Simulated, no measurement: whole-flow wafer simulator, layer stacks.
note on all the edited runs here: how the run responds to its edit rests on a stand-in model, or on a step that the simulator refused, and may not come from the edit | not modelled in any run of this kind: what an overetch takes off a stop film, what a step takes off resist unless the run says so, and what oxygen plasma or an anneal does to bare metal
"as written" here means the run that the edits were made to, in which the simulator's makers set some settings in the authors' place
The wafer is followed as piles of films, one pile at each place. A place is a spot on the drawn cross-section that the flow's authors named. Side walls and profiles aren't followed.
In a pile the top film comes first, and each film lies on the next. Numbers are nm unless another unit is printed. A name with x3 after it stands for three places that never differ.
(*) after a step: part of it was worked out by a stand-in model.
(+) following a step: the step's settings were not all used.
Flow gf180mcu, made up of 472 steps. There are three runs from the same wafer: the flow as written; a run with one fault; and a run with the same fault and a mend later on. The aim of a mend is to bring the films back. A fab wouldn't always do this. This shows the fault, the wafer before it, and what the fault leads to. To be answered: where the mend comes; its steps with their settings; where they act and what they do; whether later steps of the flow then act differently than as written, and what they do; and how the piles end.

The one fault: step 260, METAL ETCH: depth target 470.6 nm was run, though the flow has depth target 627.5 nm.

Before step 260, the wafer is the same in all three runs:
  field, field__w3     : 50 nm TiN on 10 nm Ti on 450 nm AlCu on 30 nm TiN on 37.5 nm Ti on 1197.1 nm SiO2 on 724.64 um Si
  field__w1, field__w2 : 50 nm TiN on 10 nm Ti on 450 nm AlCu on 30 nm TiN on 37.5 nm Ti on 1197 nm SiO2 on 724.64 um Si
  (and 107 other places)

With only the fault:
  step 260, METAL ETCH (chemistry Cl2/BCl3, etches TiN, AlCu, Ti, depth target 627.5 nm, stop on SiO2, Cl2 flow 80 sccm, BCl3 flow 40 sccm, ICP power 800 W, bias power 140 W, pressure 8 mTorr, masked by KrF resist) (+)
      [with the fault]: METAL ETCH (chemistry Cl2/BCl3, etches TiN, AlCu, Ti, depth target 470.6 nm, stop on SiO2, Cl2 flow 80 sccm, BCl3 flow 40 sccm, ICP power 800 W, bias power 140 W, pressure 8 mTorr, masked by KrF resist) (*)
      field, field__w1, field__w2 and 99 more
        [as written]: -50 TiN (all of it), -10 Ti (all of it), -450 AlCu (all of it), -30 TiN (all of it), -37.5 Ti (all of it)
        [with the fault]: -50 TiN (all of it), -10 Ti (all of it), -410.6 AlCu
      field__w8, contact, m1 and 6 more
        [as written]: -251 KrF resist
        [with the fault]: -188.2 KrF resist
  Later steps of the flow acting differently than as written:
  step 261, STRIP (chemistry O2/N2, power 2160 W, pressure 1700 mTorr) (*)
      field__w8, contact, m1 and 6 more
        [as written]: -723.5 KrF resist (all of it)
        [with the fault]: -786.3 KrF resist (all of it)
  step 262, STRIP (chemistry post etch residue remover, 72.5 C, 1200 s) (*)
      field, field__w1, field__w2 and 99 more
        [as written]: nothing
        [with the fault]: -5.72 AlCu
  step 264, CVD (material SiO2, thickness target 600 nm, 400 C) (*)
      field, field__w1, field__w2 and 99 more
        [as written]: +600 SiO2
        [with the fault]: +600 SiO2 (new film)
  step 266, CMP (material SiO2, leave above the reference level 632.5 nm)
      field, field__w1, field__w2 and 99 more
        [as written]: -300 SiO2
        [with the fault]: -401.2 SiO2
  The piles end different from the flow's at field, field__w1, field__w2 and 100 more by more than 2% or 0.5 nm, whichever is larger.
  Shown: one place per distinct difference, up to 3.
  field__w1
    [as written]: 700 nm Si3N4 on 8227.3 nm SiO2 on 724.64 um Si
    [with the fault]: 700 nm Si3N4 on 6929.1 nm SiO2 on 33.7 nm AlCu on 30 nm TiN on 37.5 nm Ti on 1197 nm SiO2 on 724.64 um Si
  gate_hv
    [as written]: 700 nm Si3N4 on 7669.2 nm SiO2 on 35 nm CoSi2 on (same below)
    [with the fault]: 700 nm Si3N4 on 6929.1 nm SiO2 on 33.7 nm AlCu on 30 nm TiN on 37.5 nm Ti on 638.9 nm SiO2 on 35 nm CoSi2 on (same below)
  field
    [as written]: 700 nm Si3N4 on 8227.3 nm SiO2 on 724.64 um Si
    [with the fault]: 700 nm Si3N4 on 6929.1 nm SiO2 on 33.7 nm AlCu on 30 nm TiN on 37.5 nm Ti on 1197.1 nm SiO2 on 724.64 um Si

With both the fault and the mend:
  The mend follows step 262.
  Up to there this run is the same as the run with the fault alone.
  step 262a, DEHYDRATE (200 C, 60 s) (the flow's step 253, run once more)
      does not change any film at any place that is followed
  step 262b, HMDS (120 C, 60 s) (the flow's step 254, run once more)
      does not change any film at any place that is followed
  step 262c, COAT (KrF resist, thickness 1000 nm) (*) (the flow's step 255, run once more)
      iso_ptap_pw, iso_ntap_nw, iso_nw_fld and 33 more
        +1000 KrF resist (new film)
      field__w1, field_sub, field_sub__w1 and 10 more
        +1002.7 KrF resist (new film)
      field__w13, p_well, sti and 7 more
        +1003.1 KrF resist (new film)
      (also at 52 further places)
  step 262d, SOFTBAKE (KrF resist) (the flow's step 256, run once more)
      does not change any film at any place that is followed
  step 262e, EXPOSE (photomask Metal1) (the flow's step 257, run once more)
      does not change any film at any place that is followed
  step 262f, PEB (KrF resist, 135 C, 90 s) (the flow's step 258, run once more)
      field__w1, field__w2, field__w3 and 56 more
        -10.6 KrF resist
      iso_ptap_pw, iso_ntap_nw, iso_nw_fld and 33 more
        -10.5 KrF resist
      gate_hv, sd_p, nw_sep_fld
        -10.7 KrF resist
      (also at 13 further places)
  step 262g, DEVELOP (thickness 1000 nm, 60 s) (the flow's step 259, run once more)
      iso_ptap_pw, iso_ntap_nw, iso_nw_fld and 33 more
        -989.5 KrF resist (all of it)
      field_sub, field_sub__w1, field_sub__w2 and 13 more
        -992.2 KrF resist (all of it)
      p_well, sti, spacer and 7 more
        -992.5 KrF resist (all of it)
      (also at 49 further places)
  step 262h, METAL ETCH (chemistry Cl2/BCl3, etches TiN, AlCu, Ti, depth target 156.9 nm, stop on SiO2, Cl2 flow 80 sccm, BCl3 flow 40 sccm, ICP power 800 W, bias power 140 W, pressure 8 mTorr, masked by KrF resist) (+) (the flow's step 260, run once more with other settings)
      field, field__w1, field__w2 and 99 more
        -33.7 AlCu (all of it), -30 TiN (all of it), -37.5 Ti (all of it)
      field__w8, contact, m1 and 6 more
        -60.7 KrF resist
  step 262i, STRIP (chemistry O2/N2, power 2160 W, pressure 1700 mTorr) (*) (the flow's step 261, run once more)
      field__w8
        -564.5 KrF resist (all of it)
      contact
        -562.4 KrF resist (all of it)
      m1
        -565.3 KrF resist (all of it)
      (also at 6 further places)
  step 262j, STRIP (chemistry post etch residue remover, 72.5 C, 1200 s) (*) (the flow's step 262, run once more)
      field__w8, contact, m1 and 6 more
        -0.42 TiN
  Later steps of the flow that are run all act as written at every place that is followed, up to a difference of at most 2% or 0.5 nm, whichever is larger.
  At the end the piles are close to the flow's at the places that both follow, differing by at most 2% or 0.5 nm, whichever is larger.
